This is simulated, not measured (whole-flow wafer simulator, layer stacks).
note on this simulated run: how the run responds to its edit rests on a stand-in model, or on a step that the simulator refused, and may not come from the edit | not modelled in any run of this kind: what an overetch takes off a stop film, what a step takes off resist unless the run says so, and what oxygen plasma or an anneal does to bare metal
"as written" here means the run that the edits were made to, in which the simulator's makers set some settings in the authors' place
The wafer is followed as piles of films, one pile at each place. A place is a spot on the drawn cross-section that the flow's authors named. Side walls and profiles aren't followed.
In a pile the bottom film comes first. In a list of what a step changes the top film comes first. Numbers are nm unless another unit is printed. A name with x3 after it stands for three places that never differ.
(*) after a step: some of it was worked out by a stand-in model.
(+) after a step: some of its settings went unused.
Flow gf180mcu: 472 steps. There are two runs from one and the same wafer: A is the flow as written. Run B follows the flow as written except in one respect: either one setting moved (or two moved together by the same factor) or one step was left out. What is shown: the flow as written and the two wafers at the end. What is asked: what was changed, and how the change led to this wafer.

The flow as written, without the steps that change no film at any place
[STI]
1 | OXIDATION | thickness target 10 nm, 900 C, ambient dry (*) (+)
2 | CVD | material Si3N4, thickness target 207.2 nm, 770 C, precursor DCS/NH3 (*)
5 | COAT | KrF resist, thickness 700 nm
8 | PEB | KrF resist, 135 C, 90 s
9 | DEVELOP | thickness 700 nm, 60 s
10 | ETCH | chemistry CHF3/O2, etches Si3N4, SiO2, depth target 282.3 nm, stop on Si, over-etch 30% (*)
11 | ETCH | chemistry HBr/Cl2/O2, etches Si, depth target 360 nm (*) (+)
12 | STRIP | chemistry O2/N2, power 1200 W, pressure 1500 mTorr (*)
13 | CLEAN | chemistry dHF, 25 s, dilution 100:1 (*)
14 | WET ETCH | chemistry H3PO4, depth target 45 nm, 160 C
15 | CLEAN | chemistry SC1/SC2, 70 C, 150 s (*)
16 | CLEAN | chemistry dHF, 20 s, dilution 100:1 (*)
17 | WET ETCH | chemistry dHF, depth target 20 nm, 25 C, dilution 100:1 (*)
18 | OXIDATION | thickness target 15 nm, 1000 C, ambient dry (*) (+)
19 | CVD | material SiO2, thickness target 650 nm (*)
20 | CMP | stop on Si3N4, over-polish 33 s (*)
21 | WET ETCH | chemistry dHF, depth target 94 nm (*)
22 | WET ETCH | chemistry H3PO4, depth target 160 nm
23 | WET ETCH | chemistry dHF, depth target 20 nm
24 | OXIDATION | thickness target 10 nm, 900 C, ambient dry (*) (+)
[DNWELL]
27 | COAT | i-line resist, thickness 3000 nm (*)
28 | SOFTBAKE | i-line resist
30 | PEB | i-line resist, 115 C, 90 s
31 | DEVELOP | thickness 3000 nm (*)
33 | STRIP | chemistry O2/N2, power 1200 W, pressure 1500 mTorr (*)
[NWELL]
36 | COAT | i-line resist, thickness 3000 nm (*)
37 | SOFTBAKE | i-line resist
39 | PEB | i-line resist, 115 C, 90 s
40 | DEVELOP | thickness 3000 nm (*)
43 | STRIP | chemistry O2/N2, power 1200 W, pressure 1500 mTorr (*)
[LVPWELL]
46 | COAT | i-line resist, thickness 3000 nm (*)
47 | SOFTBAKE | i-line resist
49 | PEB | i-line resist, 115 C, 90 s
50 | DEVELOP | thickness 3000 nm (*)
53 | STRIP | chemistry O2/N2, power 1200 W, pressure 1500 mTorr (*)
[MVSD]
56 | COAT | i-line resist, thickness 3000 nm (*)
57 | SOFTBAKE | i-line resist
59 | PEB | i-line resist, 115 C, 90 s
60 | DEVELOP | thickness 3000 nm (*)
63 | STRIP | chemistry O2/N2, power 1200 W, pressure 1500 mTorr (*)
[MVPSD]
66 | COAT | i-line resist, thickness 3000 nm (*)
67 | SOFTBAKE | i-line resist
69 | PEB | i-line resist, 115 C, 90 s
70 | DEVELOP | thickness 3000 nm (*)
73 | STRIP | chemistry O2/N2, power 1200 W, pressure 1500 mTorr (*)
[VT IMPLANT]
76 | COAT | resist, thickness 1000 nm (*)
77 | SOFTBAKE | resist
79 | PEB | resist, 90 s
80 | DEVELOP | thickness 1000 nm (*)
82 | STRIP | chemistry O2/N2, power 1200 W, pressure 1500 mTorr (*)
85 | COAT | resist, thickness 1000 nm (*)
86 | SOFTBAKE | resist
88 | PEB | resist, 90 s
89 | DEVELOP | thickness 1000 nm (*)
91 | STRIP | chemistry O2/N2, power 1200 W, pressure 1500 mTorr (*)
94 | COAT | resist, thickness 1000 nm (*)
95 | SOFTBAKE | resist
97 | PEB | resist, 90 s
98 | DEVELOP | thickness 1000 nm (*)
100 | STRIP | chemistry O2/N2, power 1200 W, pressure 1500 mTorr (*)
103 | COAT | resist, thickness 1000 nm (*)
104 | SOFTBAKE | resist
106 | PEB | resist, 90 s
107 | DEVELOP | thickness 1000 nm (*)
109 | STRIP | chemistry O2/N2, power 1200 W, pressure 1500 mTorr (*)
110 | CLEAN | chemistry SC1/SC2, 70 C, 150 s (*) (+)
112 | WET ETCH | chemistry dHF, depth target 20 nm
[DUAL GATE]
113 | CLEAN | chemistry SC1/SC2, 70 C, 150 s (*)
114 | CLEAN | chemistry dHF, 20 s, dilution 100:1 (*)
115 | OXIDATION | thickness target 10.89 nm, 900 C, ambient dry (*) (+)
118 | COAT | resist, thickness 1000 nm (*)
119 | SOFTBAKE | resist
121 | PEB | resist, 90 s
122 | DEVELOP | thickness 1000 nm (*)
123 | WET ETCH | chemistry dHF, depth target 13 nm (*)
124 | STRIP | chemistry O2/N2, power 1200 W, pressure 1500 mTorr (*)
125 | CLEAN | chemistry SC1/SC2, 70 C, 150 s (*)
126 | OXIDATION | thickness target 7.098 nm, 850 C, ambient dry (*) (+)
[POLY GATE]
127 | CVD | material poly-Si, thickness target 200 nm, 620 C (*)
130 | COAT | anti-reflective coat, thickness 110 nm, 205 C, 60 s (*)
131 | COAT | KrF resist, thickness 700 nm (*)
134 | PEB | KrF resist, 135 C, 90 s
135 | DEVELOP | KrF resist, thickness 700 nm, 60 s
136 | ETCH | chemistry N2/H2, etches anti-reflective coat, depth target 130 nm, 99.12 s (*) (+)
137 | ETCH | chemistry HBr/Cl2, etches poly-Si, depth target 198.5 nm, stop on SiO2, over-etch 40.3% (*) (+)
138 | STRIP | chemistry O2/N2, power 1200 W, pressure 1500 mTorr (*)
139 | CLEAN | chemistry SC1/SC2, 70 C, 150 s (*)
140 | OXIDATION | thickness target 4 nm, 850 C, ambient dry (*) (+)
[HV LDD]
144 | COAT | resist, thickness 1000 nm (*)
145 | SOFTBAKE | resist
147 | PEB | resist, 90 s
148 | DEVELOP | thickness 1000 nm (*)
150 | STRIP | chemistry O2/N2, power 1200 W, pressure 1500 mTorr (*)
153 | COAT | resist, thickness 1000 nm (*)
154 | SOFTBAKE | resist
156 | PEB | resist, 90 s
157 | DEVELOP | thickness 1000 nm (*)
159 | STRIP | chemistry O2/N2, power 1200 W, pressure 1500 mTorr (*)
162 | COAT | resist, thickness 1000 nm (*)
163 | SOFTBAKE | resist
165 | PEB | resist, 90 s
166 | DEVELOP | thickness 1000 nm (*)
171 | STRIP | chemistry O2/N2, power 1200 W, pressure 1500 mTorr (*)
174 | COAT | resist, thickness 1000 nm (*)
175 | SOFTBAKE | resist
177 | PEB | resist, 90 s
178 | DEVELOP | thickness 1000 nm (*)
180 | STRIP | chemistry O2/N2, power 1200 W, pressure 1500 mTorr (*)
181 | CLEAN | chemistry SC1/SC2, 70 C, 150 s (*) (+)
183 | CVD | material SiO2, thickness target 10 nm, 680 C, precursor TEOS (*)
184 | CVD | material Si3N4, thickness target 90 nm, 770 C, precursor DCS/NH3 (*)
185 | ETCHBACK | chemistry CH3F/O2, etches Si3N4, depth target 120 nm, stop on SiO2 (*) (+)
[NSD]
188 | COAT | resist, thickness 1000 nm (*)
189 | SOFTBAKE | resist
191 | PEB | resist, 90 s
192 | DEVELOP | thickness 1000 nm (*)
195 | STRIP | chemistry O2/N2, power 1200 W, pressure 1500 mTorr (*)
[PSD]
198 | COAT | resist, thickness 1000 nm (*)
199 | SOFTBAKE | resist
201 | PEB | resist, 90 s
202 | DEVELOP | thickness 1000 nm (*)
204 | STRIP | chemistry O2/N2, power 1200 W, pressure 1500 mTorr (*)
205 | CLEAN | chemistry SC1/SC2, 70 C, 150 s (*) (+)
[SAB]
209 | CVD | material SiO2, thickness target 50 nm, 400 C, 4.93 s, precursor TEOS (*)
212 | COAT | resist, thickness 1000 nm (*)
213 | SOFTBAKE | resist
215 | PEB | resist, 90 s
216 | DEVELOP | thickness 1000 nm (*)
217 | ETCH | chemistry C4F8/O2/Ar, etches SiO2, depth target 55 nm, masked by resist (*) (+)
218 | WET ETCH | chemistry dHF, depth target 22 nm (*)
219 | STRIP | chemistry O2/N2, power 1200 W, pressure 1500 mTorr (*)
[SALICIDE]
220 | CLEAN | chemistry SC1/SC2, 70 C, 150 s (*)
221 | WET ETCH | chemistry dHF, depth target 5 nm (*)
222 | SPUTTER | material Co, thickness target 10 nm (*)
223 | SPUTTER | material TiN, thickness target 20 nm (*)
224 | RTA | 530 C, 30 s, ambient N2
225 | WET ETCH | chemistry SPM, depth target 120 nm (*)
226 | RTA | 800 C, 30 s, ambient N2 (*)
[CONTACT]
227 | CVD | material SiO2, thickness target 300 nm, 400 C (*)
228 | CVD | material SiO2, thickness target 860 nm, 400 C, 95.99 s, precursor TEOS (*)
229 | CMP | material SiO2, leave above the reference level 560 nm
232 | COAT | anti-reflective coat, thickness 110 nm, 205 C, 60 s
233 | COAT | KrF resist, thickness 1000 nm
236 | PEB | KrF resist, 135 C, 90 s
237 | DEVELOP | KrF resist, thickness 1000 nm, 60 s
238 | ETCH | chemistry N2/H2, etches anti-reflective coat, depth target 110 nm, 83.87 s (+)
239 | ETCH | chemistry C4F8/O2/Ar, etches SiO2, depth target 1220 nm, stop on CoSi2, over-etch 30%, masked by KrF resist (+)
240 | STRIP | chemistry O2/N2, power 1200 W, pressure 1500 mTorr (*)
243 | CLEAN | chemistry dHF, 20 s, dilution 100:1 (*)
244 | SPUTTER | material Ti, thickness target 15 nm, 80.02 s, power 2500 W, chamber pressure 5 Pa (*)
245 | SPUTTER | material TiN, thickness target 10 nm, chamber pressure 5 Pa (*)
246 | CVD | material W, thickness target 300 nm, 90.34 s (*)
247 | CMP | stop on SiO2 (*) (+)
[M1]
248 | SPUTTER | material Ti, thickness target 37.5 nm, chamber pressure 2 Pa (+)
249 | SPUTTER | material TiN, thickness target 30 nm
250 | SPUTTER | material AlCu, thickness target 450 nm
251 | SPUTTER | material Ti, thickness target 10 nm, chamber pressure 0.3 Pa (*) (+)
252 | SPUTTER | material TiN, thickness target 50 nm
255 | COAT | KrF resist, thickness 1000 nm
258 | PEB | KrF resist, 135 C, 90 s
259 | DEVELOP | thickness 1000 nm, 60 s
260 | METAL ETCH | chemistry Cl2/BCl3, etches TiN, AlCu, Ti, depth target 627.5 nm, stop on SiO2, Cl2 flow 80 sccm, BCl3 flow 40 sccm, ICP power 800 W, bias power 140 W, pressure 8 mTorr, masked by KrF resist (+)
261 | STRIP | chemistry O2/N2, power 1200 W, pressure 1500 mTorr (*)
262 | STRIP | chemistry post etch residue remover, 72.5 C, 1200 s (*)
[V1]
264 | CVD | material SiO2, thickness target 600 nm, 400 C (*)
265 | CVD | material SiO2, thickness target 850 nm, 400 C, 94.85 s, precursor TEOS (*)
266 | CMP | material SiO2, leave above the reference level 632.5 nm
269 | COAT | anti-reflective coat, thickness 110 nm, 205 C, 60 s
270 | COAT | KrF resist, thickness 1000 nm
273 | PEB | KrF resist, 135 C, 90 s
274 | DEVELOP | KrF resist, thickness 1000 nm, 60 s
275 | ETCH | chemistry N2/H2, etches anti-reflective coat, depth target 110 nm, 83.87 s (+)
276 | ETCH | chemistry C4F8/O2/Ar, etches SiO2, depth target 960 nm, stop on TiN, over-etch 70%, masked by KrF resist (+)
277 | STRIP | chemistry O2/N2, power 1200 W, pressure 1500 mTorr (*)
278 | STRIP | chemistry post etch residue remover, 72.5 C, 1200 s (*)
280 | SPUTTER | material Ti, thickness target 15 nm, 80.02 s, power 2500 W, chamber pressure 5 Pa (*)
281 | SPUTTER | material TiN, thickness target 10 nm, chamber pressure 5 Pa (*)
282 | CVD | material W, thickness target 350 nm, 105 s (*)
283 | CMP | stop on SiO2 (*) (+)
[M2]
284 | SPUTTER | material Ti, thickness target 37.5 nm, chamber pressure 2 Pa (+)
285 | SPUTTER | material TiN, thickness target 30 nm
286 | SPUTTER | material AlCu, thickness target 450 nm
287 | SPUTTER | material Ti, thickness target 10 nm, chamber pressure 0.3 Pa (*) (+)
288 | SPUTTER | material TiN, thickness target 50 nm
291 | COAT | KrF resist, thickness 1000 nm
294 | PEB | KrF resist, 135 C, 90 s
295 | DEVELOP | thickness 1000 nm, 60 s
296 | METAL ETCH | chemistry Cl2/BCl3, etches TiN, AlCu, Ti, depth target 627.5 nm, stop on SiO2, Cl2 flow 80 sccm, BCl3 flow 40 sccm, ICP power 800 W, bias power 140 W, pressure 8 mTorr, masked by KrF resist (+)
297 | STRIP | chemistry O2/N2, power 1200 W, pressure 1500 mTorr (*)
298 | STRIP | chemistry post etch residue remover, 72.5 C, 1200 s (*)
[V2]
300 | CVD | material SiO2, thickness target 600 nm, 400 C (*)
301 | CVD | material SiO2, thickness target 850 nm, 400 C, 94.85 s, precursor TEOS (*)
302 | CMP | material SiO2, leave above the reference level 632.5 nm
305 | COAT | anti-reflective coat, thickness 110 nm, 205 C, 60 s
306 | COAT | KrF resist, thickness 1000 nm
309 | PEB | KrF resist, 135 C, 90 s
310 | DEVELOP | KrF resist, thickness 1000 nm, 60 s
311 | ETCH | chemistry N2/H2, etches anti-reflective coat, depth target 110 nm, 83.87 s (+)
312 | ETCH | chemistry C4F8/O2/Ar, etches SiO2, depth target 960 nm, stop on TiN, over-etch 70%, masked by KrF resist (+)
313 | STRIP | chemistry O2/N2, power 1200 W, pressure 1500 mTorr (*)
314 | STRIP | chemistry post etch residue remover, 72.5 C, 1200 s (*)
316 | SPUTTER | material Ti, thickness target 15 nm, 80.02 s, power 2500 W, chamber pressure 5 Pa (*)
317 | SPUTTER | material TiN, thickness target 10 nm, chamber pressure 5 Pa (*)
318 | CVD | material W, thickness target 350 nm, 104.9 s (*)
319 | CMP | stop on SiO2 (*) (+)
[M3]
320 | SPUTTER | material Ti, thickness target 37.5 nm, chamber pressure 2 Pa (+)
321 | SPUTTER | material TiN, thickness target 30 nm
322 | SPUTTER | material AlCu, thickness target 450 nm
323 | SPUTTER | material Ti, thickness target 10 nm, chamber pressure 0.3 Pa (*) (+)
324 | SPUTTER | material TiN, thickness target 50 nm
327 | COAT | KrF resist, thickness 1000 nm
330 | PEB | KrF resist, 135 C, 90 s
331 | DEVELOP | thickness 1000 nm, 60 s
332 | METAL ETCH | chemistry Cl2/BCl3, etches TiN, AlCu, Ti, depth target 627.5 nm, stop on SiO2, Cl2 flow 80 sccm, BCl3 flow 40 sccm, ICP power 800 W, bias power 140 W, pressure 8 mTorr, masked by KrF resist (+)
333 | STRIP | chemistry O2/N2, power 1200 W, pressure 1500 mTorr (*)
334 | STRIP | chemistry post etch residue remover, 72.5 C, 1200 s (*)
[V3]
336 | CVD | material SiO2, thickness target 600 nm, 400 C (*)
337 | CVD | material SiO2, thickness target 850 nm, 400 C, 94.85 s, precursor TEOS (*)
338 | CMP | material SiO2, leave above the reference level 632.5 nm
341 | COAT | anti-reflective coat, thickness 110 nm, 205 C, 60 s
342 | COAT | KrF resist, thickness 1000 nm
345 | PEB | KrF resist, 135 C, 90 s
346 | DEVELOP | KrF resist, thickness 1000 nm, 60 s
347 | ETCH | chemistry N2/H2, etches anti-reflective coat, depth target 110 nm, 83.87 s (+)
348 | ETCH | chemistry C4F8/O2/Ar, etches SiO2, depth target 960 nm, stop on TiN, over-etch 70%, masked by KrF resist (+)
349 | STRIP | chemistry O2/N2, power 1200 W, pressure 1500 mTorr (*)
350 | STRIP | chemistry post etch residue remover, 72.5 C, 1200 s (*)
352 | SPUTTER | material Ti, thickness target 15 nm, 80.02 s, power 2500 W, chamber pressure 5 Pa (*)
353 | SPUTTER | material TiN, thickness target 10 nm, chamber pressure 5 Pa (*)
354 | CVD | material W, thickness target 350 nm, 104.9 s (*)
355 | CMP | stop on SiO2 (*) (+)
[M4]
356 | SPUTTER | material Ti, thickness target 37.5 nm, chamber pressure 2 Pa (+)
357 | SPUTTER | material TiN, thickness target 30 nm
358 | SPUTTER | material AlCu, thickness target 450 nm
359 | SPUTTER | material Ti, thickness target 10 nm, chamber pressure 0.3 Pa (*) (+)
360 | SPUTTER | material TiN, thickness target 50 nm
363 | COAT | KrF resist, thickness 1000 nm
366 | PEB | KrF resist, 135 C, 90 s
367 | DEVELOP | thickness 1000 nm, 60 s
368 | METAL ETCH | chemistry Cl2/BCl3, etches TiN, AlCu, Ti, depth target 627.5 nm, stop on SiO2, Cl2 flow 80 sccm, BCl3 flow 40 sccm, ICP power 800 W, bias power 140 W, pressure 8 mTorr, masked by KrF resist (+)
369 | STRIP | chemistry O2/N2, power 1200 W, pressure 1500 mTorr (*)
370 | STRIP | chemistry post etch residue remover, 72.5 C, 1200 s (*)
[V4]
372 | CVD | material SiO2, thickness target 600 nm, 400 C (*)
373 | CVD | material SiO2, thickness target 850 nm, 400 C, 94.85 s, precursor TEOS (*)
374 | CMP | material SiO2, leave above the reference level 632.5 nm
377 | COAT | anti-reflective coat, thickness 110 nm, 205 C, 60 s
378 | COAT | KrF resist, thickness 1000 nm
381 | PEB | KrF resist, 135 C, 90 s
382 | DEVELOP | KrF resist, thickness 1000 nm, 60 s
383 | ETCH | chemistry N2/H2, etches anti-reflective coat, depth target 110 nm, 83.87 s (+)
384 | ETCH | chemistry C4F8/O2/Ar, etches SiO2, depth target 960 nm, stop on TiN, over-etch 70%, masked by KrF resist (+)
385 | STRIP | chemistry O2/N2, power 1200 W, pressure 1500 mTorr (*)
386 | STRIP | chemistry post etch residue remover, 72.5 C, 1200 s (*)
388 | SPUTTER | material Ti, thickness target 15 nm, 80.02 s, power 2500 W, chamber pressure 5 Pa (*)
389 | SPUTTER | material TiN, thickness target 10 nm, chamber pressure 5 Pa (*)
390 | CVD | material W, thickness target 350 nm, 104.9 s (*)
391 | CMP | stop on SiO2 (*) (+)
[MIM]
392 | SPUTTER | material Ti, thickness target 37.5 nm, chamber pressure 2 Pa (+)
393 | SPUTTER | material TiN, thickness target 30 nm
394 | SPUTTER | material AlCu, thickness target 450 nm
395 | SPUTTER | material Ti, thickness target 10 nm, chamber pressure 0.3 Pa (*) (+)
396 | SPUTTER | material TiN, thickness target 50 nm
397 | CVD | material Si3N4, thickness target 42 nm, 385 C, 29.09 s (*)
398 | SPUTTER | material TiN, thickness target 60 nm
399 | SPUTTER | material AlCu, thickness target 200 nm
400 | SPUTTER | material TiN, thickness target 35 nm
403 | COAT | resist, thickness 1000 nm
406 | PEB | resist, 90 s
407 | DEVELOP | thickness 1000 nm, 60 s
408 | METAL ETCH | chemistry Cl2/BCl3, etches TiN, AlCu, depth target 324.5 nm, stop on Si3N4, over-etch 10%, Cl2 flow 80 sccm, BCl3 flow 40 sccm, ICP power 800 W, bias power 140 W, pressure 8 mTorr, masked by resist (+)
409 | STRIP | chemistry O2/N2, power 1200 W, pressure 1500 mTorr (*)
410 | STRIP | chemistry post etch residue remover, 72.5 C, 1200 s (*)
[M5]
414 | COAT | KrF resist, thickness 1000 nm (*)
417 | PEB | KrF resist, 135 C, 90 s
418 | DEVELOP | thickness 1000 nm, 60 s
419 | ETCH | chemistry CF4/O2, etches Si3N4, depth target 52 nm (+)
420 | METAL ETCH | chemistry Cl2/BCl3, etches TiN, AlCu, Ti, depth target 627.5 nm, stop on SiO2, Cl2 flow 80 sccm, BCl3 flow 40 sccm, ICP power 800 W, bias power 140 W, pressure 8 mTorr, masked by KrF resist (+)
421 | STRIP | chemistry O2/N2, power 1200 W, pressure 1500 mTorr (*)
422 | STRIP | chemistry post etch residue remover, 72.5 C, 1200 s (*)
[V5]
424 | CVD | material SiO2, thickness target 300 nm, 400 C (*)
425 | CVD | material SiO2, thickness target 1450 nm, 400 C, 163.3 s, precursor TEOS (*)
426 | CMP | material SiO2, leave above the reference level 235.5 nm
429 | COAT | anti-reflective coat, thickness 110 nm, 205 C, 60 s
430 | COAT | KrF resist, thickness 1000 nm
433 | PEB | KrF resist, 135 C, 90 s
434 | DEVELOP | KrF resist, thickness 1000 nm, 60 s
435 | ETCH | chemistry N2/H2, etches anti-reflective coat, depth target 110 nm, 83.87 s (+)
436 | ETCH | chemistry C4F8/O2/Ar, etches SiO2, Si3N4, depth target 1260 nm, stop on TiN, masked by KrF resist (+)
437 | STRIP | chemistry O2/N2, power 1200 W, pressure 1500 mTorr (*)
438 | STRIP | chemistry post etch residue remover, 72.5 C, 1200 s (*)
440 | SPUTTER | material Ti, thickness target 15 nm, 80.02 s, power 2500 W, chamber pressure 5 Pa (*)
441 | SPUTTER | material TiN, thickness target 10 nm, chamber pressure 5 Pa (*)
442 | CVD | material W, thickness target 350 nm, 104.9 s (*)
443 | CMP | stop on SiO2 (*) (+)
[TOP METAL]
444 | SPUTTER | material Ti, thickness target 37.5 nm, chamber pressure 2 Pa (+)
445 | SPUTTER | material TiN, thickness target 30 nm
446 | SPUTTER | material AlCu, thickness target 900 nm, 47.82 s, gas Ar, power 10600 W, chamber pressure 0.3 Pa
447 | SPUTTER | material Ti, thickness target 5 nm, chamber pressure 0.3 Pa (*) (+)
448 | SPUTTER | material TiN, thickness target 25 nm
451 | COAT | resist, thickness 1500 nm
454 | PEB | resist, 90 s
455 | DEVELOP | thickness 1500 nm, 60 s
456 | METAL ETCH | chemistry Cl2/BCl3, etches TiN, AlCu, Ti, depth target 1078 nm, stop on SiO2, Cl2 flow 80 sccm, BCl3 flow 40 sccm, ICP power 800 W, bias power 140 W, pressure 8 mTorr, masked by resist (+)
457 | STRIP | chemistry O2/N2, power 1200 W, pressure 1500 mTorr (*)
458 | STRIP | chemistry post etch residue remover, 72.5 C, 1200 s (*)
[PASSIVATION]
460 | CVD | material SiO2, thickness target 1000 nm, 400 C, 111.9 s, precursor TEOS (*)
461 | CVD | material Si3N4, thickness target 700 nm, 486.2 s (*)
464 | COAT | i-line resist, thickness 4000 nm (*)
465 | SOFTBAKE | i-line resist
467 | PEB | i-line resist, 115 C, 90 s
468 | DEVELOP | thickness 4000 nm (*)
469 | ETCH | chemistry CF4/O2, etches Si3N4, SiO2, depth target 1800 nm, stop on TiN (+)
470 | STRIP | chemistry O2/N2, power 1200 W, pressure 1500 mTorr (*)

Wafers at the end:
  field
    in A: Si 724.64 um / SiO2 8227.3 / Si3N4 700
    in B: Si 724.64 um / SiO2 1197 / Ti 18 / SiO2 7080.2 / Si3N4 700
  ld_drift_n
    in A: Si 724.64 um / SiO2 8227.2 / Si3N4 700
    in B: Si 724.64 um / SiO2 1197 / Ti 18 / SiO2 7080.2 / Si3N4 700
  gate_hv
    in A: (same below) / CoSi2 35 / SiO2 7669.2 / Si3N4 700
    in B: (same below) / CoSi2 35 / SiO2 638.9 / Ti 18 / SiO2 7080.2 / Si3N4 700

The reason: step 250, SPUTTER: thickness target 518 nm was run, though the flow has thickness target 450 nm.

Step by step, how the change led to this:
  250 | SPUTTER | material AlCu, thickness target 450 nm
      field, field__w1, field__w2 and 108 more: A +450 AlCu (new film) | B +518 AlCu (new film)
  260 | METAL ETCH | chemistry Cl2/BCl3, etches TiN, AlCu, Ti, depth target 627.5 nm, stop on SiO2, Cl2 flow 80 sccm, BCl3 flow 40 sccm, ICP power 800 W, bias power 140 W, pressure 8 mTorr, masked by KrF resist (+)
      field, field__w1, field__w2 and 99 more: A -50 TiN (all of it), -10 Ti (all of it), -450 AlCu (all of it), -30 TiN (all of it), -37.5 Ti (all of it) | B -50 TiN (all of it), -10 Ti (all of it), -518 AlCu (all of it), -30 TiN (all of it), -19.5 Ti
  264 | CVD | material SiO2, thickness target 600 nm, 400 C (*)
      field, field__w1, field__w2 and 99 more: A +600 SiO2 | B +600 SiO2 (new film)
  266 | CMP | material SiO2, leave above the reference level 632.5 nm
      field, field__w1, field__w2 and 99 more: A -300 SiO2 | B -250 SiO2
Taking metal films that touch as one body, field has 1 body; the flow as written gives 0 bodies.
Taking metal films that touch as one body, ld_drift_n has 1 body; the flow as written gives 0 bodies.
Taking metal films that touch as one body, gate_hv has 2 bodies (between them, from the top down: SiO2 638.9); the flow as written gives 1 body.
